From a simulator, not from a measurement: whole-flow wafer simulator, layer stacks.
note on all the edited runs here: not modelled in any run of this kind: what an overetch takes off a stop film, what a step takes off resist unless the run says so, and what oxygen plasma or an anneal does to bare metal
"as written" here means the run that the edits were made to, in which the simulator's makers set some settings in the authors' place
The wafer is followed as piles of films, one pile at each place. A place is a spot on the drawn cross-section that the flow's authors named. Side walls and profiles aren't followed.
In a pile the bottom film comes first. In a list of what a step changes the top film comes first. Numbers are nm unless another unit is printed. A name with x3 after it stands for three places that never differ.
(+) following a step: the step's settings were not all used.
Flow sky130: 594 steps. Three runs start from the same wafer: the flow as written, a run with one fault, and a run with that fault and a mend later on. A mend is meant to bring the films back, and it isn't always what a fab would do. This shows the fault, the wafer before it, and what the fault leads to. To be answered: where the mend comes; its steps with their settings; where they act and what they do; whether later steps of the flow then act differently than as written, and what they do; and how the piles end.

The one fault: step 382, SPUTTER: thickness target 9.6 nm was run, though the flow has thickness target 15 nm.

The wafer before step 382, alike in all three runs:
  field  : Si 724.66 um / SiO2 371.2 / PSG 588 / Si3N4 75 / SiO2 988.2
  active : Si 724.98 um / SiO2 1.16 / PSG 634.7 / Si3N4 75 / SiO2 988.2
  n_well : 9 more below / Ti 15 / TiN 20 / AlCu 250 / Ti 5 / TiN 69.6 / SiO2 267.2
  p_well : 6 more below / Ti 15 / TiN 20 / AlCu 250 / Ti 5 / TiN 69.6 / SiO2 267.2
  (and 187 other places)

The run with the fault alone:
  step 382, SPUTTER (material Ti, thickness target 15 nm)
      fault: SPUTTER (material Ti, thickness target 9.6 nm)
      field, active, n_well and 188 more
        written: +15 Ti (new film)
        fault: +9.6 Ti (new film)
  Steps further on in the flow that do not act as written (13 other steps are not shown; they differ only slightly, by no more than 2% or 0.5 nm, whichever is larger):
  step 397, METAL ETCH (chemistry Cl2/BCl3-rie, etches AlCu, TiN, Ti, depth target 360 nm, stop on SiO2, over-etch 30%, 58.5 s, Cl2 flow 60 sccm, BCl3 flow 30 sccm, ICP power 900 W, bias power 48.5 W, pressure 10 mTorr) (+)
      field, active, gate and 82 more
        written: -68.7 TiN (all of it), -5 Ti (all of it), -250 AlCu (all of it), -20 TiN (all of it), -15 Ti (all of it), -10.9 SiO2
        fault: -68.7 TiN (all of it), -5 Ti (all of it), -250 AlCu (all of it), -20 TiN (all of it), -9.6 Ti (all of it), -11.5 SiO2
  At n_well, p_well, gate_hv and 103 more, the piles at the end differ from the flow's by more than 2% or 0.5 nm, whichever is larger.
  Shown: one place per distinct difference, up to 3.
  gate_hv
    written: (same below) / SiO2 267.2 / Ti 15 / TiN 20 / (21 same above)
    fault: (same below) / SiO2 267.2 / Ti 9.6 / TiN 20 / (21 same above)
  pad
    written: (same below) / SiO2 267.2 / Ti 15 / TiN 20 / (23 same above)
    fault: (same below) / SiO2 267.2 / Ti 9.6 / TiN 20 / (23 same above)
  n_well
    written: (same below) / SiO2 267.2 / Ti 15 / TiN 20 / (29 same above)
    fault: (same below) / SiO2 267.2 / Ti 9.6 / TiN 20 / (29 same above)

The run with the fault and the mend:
  The mend stands after step 382.
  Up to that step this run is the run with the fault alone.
  step 382a, SPUTTER (material Ti, thickness target 5.4 nm) (the flow's step 382, run once more with other settings)
      field, active, n_well and 188 more
        +5.4 Ti
  Every later step of the flow that is run acts as written at every place that is followed.
  By the end, the piles equal the flow's at every place that both follow.
